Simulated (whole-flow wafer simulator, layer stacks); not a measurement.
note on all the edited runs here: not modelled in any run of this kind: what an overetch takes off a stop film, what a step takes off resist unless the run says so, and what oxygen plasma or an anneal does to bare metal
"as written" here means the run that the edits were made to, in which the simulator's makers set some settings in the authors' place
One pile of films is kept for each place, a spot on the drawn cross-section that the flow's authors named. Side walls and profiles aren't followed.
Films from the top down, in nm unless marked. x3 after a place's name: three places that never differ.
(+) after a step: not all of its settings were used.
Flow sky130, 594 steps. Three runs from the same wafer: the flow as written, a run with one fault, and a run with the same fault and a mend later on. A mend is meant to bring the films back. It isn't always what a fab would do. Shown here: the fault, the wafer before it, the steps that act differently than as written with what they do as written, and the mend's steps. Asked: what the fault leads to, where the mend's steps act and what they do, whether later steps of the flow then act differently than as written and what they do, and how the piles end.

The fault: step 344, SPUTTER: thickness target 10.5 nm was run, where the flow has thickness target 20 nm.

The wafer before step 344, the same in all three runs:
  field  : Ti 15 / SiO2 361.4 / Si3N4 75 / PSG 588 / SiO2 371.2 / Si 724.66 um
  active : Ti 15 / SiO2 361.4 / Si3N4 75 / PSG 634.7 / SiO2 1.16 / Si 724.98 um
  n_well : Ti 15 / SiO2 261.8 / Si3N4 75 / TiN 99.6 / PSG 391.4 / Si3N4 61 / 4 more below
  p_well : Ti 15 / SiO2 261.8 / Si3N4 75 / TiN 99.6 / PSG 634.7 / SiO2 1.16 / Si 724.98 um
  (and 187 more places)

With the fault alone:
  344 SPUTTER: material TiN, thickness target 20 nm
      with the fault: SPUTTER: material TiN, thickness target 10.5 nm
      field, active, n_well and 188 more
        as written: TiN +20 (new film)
        with the fault: TiN +10.5 (new film)
  Later steps of the flow that act differently than as written (8 more steps differ only slightly, by at most 2% or 0.5 nm, whichever is larger, and aren't shown):
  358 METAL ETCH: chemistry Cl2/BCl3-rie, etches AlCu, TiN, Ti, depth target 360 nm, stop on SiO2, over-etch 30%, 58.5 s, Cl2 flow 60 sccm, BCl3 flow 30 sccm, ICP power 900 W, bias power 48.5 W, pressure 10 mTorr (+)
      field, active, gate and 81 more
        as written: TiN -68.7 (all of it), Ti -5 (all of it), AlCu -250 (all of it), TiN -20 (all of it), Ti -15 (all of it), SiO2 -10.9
        with the fault: TiN -68.7 (all of it), Ti -5 (all of it), AlCu -250 (all of it), TiN -10.5 (all of it), Ti -15 (all of it), SiO2 -11.9
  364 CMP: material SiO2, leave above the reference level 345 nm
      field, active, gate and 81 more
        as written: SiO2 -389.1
        with the fault: SiO2 -397.6
  At the end the piles differ from the flow's by more than 2% or 0.5 nm, whichever is larger, at n_well, p_well, gate_hv and 104 more.
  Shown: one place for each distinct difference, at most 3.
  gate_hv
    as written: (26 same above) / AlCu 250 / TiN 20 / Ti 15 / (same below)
    with the fault: (26 same above) / AlCu 250 / TiN 10.5 / Ti 15 / (same below)
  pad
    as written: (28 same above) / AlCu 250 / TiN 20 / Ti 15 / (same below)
    with the fault: (28 same above) / AlCu 250 / TiN 10.5 / Ti 15 / (same below)
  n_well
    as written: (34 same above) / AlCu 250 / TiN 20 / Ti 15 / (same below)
    with the fault: (34 same above) / AlCu 250 / TiN 10.5 / Ti 15 / (same below)

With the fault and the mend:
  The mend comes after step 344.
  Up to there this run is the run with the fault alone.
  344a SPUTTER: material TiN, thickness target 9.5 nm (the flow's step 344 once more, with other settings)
      field, active, n_well and 188 more
        TiN +9.5
  No later step of the flow acts differently than as written at any place that is followed.
  At the end the piles are the same as the flow's at every place that both follow.
